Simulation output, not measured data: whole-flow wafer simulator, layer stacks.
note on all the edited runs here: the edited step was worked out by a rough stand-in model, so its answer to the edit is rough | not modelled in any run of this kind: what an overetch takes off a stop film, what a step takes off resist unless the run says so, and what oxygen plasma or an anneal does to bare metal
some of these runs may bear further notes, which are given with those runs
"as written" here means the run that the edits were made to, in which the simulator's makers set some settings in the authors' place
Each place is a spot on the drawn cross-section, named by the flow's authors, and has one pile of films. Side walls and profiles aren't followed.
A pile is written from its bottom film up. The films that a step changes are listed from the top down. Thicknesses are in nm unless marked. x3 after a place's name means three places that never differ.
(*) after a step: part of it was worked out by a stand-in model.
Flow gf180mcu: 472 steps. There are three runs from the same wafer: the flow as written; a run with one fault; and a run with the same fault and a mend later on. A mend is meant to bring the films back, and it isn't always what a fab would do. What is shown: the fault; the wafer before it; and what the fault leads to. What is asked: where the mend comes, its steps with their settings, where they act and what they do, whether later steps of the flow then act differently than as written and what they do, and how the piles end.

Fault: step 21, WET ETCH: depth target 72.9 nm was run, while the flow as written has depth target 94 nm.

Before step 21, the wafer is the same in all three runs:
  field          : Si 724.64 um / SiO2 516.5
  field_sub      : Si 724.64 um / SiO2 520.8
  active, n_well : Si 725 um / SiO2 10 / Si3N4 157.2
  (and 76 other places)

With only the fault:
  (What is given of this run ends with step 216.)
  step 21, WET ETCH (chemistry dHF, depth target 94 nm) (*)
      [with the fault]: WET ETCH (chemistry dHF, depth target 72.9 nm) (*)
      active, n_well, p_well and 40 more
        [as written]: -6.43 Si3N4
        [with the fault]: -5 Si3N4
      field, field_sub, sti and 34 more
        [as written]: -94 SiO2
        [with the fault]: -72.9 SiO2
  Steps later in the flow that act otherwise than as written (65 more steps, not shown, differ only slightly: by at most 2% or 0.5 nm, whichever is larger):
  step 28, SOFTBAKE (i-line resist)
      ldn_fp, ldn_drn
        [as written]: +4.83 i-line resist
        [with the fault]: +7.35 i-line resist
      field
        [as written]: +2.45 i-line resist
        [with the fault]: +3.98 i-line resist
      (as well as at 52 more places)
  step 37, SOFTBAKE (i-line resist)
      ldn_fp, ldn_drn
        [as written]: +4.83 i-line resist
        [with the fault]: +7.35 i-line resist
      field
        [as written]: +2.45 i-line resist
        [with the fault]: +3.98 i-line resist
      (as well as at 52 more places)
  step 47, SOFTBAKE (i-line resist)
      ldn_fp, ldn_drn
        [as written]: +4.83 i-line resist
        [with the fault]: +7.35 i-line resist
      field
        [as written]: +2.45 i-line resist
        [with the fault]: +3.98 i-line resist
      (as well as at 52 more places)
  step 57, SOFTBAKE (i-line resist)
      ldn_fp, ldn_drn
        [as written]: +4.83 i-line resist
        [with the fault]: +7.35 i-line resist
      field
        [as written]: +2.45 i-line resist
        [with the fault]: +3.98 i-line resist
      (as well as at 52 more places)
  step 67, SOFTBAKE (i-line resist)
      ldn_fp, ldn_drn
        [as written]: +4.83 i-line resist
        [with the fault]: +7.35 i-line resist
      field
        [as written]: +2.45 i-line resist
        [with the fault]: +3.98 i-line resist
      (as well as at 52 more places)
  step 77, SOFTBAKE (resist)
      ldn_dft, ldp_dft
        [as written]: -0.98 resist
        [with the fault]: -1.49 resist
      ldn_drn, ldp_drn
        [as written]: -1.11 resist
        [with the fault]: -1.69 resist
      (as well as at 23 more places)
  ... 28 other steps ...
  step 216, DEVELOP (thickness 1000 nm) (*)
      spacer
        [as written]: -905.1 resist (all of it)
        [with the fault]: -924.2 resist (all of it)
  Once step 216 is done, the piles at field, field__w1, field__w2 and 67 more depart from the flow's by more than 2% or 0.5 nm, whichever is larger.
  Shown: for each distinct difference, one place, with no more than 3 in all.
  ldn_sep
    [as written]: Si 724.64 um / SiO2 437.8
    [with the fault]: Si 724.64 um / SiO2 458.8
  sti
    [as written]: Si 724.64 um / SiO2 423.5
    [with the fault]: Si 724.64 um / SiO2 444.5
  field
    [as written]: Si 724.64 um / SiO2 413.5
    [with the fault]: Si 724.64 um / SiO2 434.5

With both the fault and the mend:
  After step 21 comes the mend.
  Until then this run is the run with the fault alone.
  step 21a, WET ETCH (chemistry dHF, depth target 21.1 nm) (the flow's step 21, run once more with other settings)
      field, field_sub, sti and 34 more
        -21.1 SiO2
  None of the later steps of the flow differs from how it acts as written, at any place that is followed, by more than 2% or 0.5 nm, whichever is larger.
  By the end, the piles equal the flow's at every place that both follow.
